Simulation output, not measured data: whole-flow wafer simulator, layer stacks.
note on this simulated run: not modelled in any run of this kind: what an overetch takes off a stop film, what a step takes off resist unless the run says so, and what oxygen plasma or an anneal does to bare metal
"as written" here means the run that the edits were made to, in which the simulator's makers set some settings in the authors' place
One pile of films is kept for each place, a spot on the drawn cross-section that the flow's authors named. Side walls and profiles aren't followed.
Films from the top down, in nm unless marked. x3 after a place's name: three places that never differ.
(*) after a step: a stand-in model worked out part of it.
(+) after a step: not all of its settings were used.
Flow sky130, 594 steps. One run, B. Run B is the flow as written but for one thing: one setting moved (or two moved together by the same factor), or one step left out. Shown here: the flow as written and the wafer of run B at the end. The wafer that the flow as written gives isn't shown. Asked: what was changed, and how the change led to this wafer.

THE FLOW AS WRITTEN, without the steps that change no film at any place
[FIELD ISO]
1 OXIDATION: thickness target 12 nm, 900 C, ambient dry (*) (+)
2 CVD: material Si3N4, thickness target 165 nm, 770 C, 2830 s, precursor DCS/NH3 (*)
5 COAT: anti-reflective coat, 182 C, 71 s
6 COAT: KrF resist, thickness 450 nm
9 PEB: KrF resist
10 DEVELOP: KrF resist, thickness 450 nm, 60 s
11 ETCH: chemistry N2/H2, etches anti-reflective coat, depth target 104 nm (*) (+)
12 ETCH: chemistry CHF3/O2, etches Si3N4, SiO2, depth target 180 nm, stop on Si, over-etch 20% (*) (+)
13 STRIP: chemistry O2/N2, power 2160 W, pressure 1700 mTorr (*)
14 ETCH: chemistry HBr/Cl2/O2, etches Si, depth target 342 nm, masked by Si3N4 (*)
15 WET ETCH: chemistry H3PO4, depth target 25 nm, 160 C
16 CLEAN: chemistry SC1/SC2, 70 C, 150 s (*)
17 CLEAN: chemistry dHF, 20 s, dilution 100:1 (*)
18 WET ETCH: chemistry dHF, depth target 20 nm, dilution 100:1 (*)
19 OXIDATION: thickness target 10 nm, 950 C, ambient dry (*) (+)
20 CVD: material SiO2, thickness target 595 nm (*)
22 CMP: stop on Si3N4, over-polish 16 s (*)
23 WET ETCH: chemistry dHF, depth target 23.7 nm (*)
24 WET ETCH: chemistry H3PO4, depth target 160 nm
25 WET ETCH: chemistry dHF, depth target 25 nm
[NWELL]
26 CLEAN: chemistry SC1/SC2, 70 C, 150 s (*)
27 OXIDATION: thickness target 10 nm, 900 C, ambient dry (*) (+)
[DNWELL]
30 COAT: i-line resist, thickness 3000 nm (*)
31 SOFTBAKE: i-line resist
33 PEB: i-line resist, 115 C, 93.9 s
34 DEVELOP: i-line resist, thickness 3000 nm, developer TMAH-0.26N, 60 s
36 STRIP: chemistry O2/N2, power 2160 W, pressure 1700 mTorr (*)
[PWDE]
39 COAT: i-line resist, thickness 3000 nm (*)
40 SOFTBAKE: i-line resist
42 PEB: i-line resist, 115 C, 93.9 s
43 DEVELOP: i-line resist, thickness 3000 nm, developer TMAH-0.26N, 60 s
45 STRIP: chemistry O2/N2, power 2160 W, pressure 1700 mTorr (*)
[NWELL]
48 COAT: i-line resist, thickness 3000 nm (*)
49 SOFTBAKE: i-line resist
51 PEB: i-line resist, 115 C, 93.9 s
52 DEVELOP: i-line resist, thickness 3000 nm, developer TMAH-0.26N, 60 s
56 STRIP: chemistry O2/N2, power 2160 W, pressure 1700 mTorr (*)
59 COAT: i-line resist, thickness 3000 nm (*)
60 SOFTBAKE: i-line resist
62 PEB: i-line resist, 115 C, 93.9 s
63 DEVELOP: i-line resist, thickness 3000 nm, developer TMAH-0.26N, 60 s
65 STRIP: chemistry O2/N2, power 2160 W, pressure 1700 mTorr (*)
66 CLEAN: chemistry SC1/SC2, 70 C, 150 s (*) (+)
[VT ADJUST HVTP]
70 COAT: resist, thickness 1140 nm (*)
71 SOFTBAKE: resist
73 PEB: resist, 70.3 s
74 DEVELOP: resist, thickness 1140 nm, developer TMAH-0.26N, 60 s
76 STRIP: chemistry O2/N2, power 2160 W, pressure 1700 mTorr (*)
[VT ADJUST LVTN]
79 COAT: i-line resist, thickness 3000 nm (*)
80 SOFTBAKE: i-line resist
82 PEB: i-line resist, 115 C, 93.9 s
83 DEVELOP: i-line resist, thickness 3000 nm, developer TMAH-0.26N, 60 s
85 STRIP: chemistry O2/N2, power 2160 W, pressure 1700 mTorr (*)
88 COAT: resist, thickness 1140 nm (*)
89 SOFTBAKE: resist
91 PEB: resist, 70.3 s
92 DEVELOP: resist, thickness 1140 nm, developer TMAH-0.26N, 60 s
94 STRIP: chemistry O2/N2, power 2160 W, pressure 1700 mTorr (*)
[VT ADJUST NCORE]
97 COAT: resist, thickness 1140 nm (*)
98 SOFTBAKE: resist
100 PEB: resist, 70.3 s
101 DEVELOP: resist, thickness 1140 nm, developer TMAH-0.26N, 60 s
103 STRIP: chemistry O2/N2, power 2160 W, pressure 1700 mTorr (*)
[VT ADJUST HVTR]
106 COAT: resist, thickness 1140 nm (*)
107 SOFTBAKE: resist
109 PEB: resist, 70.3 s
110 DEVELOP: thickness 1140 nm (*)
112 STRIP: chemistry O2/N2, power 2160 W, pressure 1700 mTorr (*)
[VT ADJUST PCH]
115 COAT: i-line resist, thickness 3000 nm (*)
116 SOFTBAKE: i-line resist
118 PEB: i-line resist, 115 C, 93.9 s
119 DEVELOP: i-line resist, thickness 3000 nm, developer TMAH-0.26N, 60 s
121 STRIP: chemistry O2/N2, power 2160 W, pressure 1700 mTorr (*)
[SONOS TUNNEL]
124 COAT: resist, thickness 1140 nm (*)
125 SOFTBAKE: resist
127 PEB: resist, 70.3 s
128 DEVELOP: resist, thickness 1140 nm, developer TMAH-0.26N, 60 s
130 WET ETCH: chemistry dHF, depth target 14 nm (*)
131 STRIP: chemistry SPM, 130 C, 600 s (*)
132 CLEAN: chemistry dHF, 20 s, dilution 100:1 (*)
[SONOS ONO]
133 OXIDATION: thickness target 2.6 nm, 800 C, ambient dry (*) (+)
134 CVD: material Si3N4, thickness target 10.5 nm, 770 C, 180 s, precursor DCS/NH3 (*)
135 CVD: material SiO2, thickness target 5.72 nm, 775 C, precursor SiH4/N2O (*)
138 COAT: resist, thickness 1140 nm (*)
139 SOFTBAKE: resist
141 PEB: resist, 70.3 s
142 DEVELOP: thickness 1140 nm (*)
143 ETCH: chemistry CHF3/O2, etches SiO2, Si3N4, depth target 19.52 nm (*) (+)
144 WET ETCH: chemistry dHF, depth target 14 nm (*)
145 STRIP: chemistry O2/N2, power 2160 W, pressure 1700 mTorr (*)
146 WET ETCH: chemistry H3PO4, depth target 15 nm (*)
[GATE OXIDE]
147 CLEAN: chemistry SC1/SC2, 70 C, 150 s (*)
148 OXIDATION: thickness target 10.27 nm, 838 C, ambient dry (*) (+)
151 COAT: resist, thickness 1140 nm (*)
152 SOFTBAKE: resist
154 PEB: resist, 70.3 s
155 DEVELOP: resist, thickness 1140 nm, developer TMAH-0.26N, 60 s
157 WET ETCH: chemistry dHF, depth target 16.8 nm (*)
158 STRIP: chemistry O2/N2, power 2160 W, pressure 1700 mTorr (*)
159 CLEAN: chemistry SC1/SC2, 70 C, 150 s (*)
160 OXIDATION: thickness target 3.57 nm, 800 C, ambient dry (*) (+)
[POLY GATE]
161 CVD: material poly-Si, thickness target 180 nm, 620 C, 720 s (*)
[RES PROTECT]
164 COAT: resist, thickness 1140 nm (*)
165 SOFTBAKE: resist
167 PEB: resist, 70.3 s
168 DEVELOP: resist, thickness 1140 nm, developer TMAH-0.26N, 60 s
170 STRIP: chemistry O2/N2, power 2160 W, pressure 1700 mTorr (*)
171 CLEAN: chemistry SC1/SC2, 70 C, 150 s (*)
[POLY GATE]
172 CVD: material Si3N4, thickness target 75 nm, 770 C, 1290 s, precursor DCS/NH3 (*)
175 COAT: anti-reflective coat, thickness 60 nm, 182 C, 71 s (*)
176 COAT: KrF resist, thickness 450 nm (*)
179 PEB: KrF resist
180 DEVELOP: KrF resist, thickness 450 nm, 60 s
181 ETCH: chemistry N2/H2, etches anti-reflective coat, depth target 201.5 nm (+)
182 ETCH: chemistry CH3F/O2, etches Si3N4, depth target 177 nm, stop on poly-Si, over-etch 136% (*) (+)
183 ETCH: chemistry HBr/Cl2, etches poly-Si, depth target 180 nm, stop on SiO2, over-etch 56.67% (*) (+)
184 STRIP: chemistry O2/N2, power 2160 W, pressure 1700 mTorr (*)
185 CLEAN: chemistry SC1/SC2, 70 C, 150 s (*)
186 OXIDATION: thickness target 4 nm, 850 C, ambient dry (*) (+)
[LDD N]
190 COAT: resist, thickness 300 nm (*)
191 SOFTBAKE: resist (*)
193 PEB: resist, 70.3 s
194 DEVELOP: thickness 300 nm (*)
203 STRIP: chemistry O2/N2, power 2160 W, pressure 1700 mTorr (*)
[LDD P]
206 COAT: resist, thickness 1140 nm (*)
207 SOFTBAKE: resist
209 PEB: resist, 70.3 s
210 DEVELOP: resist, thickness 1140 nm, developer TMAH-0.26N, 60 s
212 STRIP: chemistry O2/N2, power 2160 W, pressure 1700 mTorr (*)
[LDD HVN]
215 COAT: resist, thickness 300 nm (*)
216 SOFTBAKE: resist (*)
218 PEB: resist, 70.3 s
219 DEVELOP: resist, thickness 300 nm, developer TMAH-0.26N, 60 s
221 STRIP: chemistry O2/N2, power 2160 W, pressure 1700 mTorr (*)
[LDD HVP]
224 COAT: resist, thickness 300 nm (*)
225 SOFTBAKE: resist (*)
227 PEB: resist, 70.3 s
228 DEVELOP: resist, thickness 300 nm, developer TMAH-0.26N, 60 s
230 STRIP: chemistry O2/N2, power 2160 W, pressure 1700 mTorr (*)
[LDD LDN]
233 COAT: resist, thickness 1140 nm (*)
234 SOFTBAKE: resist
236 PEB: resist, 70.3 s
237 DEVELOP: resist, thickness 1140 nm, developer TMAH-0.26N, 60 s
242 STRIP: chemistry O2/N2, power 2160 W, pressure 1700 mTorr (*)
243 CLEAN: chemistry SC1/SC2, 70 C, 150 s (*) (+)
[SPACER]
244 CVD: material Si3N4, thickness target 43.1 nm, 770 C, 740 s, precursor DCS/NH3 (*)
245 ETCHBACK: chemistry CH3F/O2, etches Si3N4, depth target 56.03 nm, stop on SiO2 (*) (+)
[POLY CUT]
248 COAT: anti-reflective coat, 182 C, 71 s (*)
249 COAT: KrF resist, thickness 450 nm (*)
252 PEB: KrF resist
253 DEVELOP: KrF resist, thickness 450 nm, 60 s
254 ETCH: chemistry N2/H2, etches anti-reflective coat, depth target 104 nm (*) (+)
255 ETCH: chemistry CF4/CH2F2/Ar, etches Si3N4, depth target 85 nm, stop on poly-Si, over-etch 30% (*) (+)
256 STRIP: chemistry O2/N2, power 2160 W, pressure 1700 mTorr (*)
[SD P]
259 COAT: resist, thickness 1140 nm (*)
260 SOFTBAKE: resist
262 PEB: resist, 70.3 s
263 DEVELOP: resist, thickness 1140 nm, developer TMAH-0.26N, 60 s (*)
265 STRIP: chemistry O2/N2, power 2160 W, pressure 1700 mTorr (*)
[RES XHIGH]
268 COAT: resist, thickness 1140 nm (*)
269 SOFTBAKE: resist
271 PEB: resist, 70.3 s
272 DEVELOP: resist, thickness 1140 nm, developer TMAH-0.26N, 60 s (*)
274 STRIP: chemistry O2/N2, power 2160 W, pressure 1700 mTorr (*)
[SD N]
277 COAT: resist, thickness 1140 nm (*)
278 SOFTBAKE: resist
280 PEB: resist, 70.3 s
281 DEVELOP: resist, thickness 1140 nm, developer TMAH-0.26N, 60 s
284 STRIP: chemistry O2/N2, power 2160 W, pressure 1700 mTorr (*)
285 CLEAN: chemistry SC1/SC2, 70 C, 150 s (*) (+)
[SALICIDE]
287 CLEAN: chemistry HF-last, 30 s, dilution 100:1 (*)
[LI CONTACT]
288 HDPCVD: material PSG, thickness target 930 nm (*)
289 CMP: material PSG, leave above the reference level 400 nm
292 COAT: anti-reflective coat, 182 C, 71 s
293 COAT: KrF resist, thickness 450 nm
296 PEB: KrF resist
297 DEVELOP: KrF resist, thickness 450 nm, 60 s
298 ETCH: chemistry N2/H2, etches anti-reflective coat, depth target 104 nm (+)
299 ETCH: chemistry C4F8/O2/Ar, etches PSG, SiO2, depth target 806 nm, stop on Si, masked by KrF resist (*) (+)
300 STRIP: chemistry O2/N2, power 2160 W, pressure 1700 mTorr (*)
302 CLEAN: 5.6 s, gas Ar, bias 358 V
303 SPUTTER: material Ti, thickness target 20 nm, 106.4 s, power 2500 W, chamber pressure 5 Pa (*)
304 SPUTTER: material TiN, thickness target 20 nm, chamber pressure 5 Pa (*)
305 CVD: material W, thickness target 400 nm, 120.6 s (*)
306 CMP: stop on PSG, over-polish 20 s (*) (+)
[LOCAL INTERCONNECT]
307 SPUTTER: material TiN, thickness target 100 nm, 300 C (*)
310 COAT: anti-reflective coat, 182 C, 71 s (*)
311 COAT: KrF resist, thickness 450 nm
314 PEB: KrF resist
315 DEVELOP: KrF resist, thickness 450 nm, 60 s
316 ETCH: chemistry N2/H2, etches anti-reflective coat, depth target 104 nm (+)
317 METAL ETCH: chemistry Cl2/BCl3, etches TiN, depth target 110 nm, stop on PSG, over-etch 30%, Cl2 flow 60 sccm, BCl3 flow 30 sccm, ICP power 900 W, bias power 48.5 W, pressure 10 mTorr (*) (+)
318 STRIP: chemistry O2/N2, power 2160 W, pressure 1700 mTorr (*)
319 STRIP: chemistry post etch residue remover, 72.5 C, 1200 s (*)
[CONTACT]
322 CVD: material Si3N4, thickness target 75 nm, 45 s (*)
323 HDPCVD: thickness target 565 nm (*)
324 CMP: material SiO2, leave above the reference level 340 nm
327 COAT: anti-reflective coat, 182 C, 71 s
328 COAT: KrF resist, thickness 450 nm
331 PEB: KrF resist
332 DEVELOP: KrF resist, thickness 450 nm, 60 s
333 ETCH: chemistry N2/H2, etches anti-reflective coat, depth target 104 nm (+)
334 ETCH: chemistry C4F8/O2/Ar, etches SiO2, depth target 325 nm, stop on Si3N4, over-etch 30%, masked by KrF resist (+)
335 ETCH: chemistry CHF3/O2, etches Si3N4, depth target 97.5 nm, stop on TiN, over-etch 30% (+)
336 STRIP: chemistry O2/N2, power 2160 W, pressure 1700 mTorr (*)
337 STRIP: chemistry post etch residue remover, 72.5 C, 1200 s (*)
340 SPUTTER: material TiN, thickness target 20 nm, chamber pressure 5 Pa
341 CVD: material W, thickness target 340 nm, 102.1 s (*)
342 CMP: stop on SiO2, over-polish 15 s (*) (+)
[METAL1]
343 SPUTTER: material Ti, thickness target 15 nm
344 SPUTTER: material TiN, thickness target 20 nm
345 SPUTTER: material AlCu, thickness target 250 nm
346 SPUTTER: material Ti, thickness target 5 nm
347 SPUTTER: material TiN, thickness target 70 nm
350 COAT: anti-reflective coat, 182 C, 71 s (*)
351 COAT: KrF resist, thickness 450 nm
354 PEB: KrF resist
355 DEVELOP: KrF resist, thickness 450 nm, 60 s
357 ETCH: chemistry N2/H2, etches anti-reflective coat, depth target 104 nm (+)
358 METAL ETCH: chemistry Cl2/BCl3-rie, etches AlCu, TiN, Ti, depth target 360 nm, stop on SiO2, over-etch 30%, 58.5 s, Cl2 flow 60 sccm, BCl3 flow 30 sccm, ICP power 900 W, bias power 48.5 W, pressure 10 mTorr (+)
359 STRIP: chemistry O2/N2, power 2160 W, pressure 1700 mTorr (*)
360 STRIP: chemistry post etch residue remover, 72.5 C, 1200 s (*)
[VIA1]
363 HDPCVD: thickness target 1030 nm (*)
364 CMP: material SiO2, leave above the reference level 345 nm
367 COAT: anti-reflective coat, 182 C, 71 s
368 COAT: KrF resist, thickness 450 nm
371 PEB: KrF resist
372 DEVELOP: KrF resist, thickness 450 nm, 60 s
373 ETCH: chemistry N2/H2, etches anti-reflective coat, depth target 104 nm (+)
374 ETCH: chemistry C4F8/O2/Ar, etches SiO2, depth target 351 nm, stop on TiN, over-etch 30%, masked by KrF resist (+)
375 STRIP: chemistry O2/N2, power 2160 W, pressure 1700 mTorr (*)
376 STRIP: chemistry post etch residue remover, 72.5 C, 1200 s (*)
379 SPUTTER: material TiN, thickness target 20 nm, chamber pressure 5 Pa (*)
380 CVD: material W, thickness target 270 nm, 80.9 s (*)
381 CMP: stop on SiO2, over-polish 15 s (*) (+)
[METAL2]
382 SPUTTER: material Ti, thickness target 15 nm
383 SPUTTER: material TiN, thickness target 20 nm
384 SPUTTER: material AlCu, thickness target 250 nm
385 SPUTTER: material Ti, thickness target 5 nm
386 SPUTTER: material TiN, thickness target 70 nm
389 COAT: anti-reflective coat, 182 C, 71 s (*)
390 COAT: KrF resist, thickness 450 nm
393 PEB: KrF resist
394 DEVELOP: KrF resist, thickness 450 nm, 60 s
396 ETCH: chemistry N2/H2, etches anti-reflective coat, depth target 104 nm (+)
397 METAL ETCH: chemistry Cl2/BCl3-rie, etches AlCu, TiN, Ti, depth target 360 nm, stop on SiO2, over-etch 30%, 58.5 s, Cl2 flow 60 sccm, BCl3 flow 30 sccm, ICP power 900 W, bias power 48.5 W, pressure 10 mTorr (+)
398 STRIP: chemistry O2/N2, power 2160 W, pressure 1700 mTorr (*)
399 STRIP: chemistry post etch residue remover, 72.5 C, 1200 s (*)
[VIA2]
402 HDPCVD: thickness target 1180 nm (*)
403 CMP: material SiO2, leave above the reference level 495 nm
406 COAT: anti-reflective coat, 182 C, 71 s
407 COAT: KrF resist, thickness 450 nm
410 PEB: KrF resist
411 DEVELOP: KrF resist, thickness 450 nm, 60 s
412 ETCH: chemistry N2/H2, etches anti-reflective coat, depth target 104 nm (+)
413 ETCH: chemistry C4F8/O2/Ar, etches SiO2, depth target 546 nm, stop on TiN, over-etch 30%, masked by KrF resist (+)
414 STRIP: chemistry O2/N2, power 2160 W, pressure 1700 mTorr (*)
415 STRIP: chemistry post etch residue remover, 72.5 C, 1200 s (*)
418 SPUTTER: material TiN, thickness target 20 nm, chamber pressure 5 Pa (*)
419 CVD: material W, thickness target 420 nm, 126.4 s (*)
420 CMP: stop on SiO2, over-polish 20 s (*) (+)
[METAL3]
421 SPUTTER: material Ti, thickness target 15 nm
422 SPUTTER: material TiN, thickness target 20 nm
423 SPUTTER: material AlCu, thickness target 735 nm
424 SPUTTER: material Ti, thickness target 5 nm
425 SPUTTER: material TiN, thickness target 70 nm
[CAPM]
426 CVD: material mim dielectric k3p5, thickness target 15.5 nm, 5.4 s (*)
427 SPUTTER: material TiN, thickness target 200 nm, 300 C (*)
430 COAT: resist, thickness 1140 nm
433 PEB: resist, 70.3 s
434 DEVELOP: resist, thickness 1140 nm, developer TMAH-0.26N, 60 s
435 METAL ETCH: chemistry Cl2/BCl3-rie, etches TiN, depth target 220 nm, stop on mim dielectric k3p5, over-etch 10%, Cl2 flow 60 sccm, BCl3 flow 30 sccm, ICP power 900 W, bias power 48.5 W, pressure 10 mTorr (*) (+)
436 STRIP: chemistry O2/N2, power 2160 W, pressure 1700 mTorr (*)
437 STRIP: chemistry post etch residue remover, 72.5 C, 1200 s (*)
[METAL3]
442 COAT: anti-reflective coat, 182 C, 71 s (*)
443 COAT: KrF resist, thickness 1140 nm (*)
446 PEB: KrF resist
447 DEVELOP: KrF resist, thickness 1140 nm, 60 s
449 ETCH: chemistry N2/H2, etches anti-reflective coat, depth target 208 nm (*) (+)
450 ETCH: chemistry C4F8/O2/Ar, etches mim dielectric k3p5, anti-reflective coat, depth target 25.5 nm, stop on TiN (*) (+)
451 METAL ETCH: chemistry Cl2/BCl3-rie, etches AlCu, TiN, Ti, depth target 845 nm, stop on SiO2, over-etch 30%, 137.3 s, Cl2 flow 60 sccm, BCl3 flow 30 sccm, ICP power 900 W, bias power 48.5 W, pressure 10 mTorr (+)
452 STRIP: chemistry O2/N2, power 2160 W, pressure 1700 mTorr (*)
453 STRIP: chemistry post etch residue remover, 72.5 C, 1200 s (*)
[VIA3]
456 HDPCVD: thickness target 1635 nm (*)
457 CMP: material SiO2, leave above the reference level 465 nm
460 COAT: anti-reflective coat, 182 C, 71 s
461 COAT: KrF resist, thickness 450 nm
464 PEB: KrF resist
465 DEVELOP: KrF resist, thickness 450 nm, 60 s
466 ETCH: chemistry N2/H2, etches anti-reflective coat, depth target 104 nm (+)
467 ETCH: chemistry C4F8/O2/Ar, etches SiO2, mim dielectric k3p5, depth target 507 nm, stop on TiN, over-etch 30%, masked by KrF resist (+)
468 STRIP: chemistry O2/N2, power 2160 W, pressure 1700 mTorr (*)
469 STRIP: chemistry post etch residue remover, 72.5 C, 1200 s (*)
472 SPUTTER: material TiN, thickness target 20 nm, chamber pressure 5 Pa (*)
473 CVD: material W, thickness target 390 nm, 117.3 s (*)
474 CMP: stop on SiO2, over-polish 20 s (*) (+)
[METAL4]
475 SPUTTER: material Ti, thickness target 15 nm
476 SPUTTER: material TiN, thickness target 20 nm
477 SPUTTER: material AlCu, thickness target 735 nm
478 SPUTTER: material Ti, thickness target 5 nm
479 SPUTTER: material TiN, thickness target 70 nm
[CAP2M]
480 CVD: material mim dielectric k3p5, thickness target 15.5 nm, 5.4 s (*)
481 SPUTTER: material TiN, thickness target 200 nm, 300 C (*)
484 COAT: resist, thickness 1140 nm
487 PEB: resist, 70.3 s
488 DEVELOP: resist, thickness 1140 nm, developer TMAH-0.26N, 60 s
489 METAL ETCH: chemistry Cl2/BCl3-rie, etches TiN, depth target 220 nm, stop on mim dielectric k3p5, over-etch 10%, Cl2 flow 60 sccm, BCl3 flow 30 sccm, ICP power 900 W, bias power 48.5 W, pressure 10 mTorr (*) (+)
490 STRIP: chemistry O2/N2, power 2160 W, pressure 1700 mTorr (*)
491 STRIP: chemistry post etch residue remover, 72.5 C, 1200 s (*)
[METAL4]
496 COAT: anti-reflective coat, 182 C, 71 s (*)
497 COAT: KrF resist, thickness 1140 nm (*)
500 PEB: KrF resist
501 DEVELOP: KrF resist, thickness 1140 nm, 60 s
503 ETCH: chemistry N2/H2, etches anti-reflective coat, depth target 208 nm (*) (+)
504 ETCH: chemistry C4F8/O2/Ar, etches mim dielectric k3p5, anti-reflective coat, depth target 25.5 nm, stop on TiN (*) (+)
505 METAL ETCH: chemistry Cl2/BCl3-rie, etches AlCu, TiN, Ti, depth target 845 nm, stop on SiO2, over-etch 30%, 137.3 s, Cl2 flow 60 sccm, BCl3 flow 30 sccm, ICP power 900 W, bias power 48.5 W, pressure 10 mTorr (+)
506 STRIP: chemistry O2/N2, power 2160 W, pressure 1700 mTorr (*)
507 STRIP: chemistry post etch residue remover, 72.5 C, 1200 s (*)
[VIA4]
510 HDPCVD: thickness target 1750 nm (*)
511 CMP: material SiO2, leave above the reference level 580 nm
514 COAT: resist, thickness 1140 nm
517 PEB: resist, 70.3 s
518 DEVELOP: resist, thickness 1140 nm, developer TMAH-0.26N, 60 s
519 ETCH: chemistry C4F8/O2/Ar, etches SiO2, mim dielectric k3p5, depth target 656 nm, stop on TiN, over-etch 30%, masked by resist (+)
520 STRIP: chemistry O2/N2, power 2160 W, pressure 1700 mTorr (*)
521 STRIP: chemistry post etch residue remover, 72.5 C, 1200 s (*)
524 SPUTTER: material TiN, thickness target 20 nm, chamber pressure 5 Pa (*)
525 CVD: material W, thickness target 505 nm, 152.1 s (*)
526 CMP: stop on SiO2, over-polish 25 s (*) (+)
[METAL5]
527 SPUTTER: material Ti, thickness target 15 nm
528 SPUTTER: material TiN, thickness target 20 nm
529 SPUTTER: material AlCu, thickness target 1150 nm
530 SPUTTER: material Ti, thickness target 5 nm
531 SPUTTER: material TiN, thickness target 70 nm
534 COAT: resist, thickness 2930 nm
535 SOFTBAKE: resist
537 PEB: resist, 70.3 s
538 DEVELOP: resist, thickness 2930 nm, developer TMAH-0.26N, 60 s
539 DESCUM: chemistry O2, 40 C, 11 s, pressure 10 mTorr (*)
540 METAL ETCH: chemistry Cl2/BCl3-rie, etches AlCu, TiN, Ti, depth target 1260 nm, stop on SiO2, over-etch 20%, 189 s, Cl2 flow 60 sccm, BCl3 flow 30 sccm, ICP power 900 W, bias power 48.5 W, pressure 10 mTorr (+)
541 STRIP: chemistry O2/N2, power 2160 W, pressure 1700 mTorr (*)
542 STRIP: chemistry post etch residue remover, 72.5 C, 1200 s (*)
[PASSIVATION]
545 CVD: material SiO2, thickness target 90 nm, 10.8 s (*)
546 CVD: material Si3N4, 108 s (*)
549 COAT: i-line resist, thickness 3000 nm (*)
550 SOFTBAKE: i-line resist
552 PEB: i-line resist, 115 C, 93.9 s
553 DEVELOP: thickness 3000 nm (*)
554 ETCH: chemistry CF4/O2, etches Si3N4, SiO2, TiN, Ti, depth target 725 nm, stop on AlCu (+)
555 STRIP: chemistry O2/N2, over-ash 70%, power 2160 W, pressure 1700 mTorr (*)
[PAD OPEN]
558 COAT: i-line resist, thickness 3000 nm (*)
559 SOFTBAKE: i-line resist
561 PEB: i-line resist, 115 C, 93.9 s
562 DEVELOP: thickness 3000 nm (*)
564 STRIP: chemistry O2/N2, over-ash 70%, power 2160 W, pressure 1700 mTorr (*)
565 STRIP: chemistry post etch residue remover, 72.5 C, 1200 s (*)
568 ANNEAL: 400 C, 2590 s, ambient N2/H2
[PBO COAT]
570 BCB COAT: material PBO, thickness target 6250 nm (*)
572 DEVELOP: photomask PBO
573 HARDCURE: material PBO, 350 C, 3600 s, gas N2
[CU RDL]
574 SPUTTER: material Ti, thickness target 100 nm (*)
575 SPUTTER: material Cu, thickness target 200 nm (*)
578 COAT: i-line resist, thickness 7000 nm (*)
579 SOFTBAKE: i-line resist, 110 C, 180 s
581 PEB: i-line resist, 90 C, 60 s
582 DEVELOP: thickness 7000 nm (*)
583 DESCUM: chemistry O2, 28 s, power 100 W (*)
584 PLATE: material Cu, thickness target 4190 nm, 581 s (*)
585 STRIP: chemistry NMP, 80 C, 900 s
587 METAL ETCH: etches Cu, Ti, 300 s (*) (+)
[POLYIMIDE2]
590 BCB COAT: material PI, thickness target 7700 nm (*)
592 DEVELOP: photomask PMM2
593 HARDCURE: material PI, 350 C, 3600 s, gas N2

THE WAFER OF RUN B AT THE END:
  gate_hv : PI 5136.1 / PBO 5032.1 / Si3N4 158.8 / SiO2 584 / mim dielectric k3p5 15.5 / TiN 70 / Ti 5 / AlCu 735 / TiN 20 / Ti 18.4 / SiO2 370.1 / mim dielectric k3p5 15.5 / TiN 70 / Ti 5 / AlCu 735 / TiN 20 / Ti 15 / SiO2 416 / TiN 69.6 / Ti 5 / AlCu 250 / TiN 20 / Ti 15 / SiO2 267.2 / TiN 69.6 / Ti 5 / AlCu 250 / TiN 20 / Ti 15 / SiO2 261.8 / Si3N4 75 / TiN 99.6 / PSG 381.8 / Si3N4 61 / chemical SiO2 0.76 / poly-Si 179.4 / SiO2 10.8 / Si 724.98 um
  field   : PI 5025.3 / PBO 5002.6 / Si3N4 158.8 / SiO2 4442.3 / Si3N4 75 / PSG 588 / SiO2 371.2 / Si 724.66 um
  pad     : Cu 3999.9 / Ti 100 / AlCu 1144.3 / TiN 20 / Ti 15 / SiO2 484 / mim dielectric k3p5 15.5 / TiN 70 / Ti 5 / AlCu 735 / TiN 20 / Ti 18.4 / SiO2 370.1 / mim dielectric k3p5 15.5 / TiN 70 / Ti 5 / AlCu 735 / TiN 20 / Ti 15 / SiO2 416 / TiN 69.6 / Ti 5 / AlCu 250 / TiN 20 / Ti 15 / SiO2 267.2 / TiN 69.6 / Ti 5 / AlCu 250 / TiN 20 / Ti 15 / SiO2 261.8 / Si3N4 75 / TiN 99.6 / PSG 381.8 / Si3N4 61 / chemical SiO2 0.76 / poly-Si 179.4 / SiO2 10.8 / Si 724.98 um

The cause: step 475, SPUTTER: thickness target 18.4 nm was run, where the flow has thickness target 15 nm.
It can be read off the wafer: gate_hv has Ti 18.4, and step 475 as written asks for 15 nm.

How the change led to this, step by step:
  475 SPUTTER: material Ti, thickness target 15 nm
      field, active, n_well and 189 more: Ti +18.4 (new film) (as written it would be: Ti +15 (new film))
  505 METAL ETCH: chemistry Cl2/BCl3-rie, etches AlCu, TiN, Ti, depth target 845 nm, stop on SiO2, over-etch 30%, 137.3 s, Cl2 flow 60 sccm, BCl3 flow 30 sccm, ICP power 900 W, bias power 48.5 W, pressure 10 mTorr (+)
      field, gate, spacer and 68 more: TiN -70 (all of it), Ti -5 (all of it), AlCu -735 (all of it), TiN -20 (all of it), Ti -18.4 (all of it), SiO2 -25 (as written it would be: TiN -70 (all of it), Ti -5 (all of it), AlCu -735 (all of it), TiN -20 (all of it), Ti -15 (all of it), SiO2 -25.4)
      active, vpp_iso1, mim_edge_plate and 14 more: TiN -70 (all of it), Ti -5 (all of it), AlCu -735 (all of it), TiN -20 (all of it), Ti -18.4 (all of it), SiO2 -25 (as written it would be: TiN -70 (all of it), Ti -5 (all of it), AlCu -735 (all of it), TiN -20 (all of it), Ti -15 (all of it), SiO2 -25.3)
